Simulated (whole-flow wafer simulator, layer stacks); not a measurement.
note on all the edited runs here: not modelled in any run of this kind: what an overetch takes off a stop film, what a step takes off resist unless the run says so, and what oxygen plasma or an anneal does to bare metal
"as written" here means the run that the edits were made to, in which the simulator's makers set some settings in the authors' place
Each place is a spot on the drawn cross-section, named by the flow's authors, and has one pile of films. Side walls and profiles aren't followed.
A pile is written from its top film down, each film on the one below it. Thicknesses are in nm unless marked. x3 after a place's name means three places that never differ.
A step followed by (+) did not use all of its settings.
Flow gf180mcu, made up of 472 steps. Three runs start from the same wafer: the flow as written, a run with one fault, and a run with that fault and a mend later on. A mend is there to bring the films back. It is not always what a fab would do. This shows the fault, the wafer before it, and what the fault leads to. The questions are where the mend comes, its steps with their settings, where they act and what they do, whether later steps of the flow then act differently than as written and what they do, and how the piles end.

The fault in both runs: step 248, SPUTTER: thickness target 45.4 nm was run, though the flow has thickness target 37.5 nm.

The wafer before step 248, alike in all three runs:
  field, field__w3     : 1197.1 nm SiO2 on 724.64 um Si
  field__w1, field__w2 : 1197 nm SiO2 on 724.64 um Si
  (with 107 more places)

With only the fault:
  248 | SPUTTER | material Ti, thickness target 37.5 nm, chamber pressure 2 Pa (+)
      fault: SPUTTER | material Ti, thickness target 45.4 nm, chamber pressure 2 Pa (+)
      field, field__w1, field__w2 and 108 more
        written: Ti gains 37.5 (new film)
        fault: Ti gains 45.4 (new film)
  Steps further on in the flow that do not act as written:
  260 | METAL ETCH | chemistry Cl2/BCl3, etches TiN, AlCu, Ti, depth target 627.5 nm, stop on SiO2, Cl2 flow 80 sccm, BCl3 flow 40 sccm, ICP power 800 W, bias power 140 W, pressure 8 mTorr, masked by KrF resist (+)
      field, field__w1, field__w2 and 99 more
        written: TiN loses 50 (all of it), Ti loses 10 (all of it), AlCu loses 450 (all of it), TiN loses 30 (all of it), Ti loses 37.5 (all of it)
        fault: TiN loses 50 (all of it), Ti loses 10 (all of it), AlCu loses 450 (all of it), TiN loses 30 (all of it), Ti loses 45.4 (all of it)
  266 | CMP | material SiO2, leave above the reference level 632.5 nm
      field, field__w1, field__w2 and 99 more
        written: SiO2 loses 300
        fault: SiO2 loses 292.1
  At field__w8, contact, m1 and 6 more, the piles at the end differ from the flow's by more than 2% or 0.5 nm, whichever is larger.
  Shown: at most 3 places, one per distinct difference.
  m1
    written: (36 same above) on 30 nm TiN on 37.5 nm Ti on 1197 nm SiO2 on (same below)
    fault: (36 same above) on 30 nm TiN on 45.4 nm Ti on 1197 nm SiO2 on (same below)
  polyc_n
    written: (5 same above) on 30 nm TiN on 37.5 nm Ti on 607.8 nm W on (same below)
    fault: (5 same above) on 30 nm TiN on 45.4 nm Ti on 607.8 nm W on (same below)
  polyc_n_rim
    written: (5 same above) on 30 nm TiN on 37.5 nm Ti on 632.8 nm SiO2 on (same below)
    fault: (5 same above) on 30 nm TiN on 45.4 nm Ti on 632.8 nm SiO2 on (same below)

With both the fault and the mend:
  The mend stands after step 248.
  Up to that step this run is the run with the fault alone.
  248a | METAL ETCH | chemistry Cl2/BCl3, etches TiN, AlCu, Ti, depth target 7.9 nm, Cl2 flow 80 sccm, BCl3 flow 40 sccm, ICP power 800 W, bias power 140 W, pressure 8 mTorr
      field, field__w1, field__w2 and 108 more
        Ti loses 7.9
  Every later step of the flow that is run acts as written at every place that is followed.
  At every place that both follow, the piles at the end match the flow's.
